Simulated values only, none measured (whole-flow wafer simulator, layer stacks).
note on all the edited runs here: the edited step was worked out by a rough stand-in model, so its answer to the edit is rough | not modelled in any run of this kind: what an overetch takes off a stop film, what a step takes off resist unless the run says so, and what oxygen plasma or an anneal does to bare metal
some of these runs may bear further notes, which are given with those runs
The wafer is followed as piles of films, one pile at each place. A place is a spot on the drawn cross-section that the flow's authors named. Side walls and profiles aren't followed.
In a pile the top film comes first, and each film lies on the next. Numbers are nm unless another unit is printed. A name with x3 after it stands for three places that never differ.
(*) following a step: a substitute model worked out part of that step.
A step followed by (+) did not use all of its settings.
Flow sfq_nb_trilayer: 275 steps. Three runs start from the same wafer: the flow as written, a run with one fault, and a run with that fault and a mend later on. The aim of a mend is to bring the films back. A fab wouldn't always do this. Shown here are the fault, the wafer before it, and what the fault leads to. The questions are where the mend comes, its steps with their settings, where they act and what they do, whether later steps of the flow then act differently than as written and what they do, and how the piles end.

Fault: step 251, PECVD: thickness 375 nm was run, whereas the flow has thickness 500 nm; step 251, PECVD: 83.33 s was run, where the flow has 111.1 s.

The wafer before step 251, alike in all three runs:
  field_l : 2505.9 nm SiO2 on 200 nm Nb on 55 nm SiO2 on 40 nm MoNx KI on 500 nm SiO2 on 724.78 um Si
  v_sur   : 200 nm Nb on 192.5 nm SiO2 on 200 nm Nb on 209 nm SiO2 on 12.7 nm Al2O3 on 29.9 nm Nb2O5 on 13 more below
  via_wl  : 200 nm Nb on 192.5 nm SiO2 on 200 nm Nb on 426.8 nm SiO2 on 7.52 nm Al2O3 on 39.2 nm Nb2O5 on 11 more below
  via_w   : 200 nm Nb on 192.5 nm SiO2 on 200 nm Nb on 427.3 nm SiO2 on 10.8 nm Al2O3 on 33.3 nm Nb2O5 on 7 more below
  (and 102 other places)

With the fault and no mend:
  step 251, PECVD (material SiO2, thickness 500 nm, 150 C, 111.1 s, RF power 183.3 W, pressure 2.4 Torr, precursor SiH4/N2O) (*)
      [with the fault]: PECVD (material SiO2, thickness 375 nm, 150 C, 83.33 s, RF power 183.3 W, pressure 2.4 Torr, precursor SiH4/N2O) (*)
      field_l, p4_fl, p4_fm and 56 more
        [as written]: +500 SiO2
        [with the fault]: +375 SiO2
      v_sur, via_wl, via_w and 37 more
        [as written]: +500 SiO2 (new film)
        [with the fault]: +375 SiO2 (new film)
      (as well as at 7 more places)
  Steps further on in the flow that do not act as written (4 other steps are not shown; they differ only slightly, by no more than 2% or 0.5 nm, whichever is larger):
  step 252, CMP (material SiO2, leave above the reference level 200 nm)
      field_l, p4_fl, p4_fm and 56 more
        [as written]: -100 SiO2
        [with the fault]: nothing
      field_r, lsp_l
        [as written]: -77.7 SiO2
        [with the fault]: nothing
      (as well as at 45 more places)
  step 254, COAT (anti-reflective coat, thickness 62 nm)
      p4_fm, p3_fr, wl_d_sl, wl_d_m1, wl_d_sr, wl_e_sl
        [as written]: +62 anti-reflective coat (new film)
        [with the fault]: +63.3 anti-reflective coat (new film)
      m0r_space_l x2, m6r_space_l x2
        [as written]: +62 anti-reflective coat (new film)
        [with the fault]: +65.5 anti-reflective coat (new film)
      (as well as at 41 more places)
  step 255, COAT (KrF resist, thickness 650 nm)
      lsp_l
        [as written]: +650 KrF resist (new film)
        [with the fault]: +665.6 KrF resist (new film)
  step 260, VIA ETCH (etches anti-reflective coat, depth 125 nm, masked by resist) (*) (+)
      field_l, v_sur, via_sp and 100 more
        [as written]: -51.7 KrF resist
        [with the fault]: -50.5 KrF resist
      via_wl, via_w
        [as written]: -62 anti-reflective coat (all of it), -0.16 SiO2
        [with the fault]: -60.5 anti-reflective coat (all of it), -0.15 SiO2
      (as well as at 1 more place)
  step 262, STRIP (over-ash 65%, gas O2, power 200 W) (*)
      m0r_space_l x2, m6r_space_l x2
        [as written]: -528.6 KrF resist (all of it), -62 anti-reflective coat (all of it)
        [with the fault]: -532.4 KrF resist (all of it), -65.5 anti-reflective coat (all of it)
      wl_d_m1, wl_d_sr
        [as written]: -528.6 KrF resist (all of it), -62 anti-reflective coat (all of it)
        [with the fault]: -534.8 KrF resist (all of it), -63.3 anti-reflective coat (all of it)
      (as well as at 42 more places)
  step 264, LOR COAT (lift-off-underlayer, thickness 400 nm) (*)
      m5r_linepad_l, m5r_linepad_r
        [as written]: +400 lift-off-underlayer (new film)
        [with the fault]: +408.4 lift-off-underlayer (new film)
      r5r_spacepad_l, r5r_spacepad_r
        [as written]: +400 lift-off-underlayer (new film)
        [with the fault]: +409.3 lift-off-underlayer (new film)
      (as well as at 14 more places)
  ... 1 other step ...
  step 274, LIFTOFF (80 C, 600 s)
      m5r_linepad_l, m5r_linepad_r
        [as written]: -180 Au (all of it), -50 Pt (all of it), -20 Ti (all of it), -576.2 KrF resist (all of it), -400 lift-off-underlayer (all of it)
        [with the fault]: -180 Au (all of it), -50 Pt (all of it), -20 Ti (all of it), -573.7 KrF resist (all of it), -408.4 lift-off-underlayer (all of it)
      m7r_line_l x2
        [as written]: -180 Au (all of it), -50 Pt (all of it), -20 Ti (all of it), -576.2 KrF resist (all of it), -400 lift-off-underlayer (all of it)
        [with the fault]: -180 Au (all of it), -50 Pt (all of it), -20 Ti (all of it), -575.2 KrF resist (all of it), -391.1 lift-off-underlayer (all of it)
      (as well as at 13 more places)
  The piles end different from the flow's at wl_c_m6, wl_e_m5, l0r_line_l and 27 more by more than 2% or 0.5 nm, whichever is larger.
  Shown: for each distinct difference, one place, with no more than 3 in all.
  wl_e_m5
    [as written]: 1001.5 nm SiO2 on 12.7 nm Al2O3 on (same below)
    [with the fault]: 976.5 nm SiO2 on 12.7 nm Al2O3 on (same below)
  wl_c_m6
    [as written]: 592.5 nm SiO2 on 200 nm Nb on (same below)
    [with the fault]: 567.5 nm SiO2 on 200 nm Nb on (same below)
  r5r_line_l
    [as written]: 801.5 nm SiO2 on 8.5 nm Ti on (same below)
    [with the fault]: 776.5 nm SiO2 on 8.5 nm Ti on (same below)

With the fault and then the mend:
  The mend stands after step 251.
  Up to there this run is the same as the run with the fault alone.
  step 251a, PECVD (material SiO2, thickness 125 nm, 150 C, 27.78 s, RF power 183.3 W, pressure 2.4 Torr, precursor SiH4/N2O) (*) (the flow's step 251, run once more with other settings)
      field_l, v_sur, via_wl and 98 more
        +125 SiO2
      field_r, lsp_l
        +120.2 SiO2
      l0_sur, l0v
        +122.2 SiO2
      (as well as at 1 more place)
  Steps further on in the flow that do not act as written:
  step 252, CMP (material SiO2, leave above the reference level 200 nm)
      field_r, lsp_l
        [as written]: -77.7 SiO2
        [with the mend]: -79.5 SiO2
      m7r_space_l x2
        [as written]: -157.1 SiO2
        [with the mend]: -100 SiO2
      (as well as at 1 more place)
  At every place that both follow, the piles at the end match the flow's.
